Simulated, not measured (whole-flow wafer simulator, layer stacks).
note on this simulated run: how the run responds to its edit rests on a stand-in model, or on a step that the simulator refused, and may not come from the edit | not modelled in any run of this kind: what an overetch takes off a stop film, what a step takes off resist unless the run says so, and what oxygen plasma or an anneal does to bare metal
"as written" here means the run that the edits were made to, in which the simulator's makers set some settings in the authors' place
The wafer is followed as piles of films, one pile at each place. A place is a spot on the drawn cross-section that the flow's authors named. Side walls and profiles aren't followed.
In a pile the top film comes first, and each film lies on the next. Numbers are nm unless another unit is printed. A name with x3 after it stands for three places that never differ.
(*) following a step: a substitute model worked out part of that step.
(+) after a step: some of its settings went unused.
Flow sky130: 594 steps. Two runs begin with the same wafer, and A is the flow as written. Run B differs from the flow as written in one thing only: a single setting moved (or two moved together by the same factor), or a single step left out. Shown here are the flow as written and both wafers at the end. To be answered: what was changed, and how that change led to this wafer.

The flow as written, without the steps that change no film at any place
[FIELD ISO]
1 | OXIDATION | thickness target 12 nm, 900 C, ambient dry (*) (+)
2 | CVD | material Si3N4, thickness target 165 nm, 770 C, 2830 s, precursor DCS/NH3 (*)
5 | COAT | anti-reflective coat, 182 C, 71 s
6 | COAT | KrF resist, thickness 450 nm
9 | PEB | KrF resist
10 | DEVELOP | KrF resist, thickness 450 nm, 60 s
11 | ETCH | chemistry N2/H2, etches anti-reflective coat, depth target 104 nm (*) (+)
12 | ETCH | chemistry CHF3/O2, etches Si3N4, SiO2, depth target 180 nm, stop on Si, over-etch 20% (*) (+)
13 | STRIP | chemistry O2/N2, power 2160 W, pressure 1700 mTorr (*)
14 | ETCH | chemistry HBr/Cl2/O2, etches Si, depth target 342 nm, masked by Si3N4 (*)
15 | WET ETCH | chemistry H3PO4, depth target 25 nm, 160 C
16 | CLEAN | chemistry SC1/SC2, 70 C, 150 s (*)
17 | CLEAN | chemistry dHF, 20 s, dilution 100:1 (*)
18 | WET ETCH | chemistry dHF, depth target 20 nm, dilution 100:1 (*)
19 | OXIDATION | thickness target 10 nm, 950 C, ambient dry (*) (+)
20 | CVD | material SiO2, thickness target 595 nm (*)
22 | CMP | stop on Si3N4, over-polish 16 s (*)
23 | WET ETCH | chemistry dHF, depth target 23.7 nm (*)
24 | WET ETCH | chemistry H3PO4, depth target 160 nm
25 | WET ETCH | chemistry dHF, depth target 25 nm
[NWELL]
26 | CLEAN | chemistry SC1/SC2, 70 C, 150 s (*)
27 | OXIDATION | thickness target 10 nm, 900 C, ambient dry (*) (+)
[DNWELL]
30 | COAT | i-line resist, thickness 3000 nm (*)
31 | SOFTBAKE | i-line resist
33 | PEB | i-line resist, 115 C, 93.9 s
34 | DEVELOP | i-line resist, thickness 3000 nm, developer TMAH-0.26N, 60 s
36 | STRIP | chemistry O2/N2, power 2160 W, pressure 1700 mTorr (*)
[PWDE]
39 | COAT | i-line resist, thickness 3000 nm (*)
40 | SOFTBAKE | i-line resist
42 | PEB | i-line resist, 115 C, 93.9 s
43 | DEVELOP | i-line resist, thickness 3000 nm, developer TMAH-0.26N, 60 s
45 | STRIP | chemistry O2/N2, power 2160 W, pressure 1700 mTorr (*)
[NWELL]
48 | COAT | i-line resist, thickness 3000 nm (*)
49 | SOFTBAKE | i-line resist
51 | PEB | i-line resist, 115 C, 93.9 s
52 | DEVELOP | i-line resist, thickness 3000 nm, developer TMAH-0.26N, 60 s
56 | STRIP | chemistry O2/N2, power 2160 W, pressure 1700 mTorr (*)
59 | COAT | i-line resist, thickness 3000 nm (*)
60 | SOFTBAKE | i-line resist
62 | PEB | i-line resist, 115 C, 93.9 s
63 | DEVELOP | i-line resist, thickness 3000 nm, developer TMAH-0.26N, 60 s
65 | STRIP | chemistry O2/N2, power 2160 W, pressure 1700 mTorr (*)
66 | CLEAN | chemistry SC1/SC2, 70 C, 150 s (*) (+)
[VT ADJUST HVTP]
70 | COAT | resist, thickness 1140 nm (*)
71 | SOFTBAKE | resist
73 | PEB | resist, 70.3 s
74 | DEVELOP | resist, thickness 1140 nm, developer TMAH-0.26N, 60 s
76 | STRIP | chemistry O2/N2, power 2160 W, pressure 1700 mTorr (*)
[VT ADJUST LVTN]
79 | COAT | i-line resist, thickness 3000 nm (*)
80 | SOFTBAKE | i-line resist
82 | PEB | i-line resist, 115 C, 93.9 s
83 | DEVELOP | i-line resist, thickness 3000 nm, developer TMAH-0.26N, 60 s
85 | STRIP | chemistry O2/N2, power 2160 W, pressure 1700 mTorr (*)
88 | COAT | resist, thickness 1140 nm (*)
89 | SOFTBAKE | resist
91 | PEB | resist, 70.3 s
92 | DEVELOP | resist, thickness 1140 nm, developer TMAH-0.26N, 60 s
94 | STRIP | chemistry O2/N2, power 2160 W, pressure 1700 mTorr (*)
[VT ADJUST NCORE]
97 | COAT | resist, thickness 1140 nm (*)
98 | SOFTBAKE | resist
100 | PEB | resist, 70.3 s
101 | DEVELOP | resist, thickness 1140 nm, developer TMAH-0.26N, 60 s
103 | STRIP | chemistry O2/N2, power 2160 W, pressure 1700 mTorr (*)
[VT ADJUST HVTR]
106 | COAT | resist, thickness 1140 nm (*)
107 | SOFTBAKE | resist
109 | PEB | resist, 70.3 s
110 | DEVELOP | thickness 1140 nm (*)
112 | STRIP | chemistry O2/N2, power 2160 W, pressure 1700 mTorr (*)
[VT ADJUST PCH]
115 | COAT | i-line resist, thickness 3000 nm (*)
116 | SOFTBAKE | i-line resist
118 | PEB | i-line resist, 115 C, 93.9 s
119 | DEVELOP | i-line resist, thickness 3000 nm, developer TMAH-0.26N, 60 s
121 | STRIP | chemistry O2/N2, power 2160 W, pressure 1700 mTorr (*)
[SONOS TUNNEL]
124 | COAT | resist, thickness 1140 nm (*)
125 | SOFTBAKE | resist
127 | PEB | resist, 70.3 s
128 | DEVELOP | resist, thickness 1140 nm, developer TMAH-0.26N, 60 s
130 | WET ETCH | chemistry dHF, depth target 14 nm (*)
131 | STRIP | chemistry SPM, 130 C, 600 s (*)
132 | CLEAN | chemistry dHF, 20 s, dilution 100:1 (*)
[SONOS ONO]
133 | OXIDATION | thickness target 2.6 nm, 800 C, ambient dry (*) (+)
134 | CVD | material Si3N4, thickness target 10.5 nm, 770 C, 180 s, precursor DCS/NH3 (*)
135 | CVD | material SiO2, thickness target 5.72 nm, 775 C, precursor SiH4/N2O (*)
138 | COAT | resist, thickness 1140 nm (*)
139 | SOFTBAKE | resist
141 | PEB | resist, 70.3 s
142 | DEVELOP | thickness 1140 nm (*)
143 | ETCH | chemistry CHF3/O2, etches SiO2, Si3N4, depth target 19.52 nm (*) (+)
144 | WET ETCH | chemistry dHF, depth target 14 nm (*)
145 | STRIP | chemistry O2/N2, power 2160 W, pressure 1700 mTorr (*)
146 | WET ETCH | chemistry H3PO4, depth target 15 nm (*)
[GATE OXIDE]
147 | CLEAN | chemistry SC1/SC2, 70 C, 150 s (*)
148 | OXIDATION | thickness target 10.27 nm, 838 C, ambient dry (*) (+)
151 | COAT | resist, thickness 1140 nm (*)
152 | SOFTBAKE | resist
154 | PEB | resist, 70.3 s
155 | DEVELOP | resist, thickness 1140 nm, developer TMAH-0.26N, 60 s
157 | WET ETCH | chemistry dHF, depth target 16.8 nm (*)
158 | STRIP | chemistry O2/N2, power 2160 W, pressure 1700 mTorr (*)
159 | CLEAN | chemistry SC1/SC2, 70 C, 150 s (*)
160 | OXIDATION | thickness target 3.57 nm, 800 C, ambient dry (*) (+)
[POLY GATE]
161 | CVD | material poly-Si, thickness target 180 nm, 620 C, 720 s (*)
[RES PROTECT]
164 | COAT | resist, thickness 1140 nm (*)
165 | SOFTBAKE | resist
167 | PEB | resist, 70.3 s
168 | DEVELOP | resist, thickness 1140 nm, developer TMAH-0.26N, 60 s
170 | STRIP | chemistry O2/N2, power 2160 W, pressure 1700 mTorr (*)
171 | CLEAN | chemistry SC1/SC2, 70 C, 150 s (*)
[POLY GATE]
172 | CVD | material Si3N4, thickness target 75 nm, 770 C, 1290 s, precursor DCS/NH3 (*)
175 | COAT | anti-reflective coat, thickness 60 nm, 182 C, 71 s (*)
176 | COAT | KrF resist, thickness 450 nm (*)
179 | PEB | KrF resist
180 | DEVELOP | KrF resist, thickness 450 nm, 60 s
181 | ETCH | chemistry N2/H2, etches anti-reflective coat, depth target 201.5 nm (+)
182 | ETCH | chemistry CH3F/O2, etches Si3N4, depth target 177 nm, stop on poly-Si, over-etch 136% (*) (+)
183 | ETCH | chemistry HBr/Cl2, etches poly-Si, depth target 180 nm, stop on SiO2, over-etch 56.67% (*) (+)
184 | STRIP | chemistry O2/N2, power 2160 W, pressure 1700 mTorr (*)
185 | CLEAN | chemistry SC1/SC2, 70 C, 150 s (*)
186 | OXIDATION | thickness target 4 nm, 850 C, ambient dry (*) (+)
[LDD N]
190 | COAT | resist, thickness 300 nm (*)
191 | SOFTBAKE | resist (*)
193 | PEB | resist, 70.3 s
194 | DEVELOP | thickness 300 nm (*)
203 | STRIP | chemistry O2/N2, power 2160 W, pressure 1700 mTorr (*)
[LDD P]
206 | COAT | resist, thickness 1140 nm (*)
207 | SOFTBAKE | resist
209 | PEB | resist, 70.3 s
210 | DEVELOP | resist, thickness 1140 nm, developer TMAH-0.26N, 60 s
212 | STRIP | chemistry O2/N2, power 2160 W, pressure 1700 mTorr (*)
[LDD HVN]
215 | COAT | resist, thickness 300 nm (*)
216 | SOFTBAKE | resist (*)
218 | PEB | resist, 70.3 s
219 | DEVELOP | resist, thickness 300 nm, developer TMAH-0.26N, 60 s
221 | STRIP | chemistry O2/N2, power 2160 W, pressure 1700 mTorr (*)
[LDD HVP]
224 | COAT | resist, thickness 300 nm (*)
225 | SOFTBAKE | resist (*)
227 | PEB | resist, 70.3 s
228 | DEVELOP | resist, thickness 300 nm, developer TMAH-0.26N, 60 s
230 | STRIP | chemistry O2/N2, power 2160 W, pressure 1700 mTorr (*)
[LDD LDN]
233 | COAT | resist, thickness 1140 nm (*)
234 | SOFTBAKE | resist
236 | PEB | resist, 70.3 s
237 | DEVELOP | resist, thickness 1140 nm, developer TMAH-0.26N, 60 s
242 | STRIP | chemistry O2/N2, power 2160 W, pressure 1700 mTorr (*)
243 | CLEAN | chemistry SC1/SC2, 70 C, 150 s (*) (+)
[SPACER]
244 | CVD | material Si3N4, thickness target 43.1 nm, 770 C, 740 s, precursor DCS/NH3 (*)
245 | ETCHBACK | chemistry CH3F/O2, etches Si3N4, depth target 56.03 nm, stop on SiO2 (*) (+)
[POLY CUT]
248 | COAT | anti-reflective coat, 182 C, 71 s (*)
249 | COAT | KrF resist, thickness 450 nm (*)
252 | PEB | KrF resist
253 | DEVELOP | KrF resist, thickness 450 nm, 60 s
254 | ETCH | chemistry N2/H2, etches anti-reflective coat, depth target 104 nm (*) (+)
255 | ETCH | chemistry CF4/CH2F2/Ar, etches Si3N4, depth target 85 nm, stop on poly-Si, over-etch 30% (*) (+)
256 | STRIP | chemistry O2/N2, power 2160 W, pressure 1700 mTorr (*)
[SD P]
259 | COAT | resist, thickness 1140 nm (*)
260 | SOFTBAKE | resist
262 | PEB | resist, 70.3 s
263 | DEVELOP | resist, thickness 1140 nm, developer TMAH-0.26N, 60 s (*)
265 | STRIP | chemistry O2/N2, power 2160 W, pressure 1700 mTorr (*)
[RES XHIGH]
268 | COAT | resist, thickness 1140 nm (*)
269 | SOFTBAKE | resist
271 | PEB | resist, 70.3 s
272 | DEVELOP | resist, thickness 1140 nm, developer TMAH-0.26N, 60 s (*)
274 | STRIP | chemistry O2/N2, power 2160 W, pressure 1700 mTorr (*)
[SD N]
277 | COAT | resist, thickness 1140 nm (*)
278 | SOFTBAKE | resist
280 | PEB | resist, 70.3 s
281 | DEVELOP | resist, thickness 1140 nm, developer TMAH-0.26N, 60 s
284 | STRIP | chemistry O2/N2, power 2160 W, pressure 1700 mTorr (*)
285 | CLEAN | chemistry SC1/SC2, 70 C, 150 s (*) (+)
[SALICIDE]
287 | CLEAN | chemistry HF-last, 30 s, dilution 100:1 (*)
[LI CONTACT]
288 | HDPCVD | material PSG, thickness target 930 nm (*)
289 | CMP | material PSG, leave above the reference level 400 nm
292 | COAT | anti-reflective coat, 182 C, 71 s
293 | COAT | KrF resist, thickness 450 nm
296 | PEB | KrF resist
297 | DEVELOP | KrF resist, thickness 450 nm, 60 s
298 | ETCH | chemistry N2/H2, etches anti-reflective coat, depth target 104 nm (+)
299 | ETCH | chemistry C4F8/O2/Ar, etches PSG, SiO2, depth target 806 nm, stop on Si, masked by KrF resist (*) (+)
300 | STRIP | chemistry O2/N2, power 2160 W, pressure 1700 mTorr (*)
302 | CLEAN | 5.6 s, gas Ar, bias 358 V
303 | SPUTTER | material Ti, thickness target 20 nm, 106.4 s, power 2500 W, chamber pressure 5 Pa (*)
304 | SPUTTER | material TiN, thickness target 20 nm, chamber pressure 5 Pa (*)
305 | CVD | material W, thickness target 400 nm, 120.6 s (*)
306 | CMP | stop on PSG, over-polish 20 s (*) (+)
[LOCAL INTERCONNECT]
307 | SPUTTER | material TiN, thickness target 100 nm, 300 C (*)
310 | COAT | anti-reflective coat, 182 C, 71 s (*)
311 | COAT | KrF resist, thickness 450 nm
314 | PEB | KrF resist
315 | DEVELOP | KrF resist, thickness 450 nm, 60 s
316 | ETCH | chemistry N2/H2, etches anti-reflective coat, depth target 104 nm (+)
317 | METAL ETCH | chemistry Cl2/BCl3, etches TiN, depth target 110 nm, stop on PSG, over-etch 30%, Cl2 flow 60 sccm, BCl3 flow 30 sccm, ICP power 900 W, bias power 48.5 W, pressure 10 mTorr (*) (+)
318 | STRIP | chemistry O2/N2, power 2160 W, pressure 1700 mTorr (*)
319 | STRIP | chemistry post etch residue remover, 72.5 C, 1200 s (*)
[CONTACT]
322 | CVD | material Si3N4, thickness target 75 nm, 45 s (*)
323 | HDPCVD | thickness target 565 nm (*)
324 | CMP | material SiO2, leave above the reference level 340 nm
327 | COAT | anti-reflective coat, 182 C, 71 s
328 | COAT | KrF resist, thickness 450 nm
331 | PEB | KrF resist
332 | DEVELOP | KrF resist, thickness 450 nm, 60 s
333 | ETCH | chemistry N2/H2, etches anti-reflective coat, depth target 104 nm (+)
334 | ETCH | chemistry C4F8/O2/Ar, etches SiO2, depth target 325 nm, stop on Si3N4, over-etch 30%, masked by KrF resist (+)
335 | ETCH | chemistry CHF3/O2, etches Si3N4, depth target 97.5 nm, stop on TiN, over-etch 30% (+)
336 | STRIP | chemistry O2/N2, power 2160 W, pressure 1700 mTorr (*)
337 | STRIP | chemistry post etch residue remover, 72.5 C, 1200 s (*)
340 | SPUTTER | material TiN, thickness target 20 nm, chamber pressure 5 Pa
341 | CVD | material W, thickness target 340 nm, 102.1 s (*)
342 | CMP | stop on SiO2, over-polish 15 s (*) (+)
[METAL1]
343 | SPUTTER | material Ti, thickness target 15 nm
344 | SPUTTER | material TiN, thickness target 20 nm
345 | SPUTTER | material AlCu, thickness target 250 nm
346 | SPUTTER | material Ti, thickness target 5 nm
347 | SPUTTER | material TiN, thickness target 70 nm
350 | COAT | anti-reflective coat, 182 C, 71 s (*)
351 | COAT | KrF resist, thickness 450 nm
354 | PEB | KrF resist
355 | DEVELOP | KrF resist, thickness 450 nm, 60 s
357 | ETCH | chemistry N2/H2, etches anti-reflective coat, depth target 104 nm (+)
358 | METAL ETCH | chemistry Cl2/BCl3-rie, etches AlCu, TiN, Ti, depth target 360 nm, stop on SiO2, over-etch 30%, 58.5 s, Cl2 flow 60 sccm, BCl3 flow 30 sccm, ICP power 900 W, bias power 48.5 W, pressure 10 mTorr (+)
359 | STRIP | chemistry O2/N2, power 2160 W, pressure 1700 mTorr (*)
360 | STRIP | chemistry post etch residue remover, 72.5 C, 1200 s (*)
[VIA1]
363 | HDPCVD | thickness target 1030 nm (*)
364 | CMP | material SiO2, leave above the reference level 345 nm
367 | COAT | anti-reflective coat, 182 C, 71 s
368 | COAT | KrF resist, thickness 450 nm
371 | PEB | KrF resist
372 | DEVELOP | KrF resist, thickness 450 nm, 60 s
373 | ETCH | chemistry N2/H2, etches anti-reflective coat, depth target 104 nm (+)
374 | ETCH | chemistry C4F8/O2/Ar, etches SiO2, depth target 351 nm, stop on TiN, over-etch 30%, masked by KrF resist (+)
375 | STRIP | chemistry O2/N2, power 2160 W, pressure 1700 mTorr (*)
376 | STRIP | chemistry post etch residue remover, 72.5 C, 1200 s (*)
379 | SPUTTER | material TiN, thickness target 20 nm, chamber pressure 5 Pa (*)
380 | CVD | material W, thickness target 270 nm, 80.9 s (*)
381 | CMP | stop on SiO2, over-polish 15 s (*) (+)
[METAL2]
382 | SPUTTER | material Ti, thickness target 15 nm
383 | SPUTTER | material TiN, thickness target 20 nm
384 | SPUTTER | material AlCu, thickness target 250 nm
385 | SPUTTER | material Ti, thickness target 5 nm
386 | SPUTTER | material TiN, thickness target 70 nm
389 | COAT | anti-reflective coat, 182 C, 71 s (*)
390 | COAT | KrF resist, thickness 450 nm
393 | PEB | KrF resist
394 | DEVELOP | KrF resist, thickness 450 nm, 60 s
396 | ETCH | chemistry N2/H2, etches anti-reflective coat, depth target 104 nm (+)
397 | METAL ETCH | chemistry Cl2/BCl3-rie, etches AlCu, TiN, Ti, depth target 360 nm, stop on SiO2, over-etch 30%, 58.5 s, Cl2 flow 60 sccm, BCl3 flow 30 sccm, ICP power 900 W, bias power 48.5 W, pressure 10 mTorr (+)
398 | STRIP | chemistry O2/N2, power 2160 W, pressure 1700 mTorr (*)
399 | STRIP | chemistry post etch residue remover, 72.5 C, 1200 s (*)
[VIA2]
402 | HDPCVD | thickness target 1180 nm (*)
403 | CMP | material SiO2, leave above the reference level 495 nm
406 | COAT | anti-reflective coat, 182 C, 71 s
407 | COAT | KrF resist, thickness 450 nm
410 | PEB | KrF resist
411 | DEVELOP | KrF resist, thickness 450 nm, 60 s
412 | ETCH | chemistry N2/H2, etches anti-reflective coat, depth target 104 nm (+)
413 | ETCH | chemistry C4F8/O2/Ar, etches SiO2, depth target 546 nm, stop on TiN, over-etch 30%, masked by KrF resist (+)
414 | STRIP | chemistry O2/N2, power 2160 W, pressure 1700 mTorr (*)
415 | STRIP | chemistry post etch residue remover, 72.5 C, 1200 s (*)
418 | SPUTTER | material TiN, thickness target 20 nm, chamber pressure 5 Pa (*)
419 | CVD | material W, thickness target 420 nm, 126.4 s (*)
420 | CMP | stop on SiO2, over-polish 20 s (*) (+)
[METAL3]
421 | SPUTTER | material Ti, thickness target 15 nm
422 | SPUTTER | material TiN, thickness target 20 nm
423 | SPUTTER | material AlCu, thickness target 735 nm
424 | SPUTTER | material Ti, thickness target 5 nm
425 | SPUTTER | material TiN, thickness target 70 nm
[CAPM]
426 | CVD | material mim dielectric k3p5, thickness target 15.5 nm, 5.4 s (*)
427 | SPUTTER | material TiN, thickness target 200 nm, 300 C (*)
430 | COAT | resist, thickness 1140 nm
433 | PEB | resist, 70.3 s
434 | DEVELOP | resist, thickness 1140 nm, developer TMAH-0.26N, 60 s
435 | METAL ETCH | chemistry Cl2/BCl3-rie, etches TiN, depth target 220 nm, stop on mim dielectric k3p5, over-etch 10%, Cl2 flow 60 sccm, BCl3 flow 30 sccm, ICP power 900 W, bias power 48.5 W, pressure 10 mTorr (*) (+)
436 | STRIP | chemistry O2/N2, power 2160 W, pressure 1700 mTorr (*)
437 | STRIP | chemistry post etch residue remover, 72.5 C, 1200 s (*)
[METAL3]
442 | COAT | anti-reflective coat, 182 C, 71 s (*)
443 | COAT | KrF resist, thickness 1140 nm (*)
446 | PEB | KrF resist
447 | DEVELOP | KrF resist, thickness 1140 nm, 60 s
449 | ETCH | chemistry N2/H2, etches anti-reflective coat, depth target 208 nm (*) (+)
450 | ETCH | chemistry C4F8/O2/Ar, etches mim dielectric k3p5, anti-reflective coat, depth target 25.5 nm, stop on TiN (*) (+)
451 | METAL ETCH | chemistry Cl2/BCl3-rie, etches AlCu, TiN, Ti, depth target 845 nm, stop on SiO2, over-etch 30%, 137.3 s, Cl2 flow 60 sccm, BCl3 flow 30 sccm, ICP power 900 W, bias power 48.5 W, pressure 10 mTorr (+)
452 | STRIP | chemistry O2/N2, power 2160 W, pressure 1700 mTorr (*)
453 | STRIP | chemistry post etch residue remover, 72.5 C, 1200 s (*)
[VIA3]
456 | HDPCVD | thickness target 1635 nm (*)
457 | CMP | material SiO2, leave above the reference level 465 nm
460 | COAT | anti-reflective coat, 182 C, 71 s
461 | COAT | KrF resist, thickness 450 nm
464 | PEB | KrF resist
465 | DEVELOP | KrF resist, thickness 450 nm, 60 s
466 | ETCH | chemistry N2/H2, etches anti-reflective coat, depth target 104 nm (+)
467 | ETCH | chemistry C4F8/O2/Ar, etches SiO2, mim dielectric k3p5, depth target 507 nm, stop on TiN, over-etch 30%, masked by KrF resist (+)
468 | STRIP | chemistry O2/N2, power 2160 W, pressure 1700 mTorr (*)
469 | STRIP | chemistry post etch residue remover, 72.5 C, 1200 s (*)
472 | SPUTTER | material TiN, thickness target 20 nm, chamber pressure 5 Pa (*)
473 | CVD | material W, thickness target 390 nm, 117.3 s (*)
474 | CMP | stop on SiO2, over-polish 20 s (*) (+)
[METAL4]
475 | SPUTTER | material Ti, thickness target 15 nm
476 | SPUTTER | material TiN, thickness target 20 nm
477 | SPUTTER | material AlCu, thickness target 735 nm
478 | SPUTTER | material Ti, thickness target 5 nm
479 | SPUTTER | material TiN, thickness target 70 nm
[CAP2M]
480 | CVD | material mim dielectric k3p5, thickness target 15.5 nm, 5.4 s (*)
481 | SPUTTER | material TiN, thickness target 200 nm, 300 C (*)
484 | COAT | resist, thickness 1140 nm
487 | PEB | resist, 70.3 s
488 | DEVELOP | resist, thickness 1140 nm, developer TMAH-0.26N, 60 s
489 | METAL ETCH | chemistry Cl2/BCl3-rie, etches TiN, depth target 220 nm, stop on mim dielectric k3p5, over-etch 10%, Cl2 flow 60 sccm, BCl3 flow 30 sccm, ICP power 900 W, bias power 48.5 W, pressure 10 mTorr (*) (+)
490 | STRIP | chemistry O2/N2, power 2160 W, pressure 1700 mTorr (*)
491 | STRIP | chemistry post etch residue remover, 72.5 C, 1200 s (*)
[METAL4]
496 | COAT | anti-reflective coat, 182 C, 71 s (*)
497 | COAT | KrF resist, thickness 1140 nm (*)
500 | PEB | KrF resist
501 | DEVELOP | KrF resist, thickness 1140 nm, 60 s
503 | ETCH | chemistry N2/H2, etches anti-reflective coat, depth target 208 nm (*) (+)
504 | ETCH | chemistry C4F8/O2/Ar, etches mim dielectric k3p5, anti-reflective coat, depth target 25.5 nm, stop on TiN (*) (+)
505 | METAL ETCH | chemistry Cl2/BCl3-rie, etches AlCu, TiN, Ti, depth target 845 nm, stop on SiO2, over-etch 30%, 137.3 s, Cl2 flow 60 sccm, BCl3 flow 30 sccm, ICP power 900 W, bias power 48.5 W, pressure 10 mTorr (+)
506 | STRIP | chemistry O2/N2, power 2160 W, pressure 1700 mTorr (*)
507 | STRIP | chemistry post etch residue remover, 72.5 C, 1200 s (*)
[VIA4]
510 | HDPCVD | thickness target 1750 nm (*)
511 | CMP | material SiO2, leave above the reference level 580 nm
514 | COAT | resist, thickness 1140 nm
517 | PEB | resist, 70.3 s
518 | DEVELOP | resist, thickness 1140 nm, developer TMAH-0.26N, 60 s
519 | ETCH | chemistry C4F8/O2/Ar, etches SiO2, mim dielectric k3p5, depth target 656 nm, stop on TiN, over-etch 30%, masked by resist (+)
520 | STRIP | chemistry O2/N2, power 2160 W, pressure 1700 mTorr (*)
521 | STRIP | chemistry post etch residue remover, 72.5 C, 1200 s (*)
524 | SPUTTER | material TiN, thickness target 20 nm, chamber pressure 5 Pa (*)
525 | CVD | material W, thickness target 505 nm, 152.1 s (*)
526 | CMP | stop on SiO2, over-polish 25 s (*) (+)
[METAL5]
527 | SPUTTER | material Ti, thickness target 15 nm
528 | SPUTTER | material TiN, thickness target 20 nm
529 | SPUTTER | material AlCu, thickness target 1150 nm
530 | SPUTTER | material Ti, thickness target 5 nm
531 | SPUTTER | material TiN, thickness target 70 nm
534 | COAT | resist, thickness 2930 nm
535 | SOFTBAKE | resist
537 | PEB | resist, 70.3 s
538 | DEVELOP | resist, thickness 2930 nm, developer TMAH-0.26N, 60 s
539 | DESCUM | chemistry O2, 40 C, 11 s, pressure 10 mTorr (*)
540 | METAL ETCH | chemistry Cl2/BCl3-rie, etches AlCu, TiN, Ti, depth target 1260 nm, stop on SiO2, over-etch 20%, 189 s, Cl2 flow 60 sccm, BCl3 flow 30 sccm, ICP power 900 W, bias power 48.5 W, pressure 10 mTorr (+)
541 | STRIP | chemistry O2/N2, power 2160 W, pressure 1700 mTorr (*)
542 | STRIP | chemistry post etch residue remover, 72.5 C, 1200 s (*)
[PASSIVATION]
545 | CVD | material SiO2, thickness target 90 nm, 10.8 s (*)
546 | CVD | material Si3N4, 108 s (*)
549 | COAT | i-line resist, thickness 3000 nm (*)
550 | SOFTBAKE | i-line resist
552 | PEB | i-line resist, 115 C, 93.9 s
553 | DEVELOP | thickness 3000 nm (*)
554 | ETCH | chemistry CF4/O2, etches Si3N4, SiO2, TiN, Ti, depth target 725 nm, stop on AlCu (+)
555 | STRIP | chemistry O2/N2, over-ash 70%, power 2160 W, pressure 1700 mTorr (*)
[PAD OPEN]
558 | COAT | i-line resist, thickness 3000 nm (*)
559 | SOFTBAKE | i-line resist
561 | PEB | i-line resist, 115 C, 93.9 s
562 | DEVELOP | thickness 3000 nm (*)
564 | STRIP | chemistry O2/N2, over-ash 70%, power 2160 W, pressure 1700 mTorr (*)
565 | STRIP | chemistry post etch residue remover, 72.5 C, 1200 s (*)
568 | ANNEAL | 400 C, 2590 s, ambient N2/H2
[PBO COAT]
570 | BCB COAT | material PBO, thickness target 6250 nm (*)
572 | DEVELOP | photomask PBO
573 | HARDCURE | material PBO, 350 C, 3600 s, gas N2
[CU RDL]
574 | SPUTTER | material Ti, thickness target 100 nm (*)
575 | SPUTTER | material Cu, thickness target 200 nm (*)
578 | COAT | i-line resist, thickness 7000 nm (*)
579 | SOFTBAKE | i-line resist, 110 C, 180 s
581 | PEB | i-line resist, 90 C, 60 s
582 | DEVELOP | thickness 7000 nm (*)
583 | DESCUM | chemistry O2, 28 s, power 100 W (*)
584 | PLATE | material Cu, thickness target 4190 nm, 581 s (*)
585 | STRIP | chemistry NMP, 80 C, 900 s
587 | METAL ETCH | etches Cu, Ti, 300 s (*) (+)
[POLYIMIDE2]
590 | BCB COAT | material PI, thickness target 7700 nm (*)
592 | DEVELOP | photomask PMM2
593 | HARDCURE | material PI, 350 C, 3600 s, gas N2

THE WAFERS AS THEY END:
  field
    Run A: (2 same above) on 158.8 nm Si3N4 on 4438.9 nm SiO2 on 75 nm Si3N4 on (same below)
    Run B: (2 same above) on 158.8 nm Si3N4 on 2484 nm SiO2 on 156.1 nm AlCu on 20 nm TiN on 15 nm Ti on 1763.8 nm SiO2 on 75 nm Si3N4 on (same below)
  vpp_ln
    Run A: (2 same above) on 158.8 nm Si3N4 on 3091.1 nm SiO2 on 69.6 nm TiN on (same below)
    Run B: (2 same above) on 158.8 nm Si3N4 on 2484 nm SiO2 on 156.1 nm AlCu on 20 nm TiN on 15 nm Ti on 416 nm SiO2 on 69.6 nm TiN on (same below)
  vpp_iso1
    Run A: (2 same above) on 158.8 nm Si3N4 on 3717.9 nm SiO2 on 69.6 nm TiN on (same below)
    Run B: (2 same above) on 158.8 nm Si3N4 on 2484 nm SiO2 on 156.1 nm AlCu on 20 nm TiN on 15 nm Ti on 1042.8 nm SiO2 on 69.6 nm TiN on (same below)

The reason: step 451, METAL ETCH: depth target 498.6 nm was run, whereas the flow has depth target 845 nm; step 451, METAL ETCH: 81 s was run, where the flow has 137.3 s.

How this came from the change, step by step:
  451 | METAL ETCH | chemistry Cl2/BCl3-rie, etches AlCu, TiN, Ti, depth target 845 nm, stop on SiO2, over-etch 30%, 137.3 s, Cl2 flow 60 sccm, BCl3 flow 30 sccm, ICP power 900 W, bias power 48.5 W, pressure 10 mTorr (+)
      field, gate, spacer and 68 more: A -70 TiN (all of it), -5 Ti (all of it), -735 AlCu (all of it), -20 TiN (all of it), -15 Ti (all of it), -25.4 SiO2 | B -70 TiN (all of it), -5 Ti (all of it), -573.2 AlCu
      active, vpp_ln, vpp_iso2 and 11 more: A -70 TiN (all of it), -5 Ti (all of it), -735 AlCu (all of it), -20 TiN (all of it), -15 Ti (all of it), -25.3 SiO2 | B -70 TiN (all of it), -5 Ti (all of it), -573.2 AlCu
      (as well as at 107 more places)
  452 | STRIP | chemistry O2/N2, power 2160 W, pressure 1700 mTorr (*)
      gate_hv, dice_street, pplus_nw and 75 more: A -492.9 KrF resist (all of it), -80 anti-reflective coat (all of it) | B -718.1 KrF resist (all of it), -80 anti-reflective coat (all of it)
      n_well, p_well, sd_n, sd_p, pad, mim_edge_gap, mim_edge_gap_sheet: A -492.9 KrF resist (all of it), -80 anti-reflective coat (all of it) | B -718 KrF resist (all of it), -80 anti-reflective coat (all of it)
      (as well as at 22 more places)
  453 | STRIP | chemistry post etch residue remover, 72.5 C, 1200 s (*)
      field, active, gate and 82 more: A nothing | B -5.72 AlCu
  456 | HDPCVD | thickness target 1635 nm (*)
      field, active, gate and 82 more: A +1635 SiO2 | B +1635 SiO2 (new film)
  457 | CMP | material SiO2, leave above the reference level 465 nm
      field, active, gate and 82 more: A -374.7 SiO2 | B -591.1 SiO2
If metal films that touch count as one body, field has 1 body; the flow as written gives 0 bodies.
If metal films that touch count as one body, vpp_ln has 3 bodies (between them, from the top down: SiO2 416; SiO2 267.2); the flow as written gives 2 bodies (between them, from the top down: SiO2 267.2).
If metal films that touch count as one body, vpp_iso1 has 2 bodies (between them, from the top down: SiO2 1042.8); the flow as written gives 1 body.
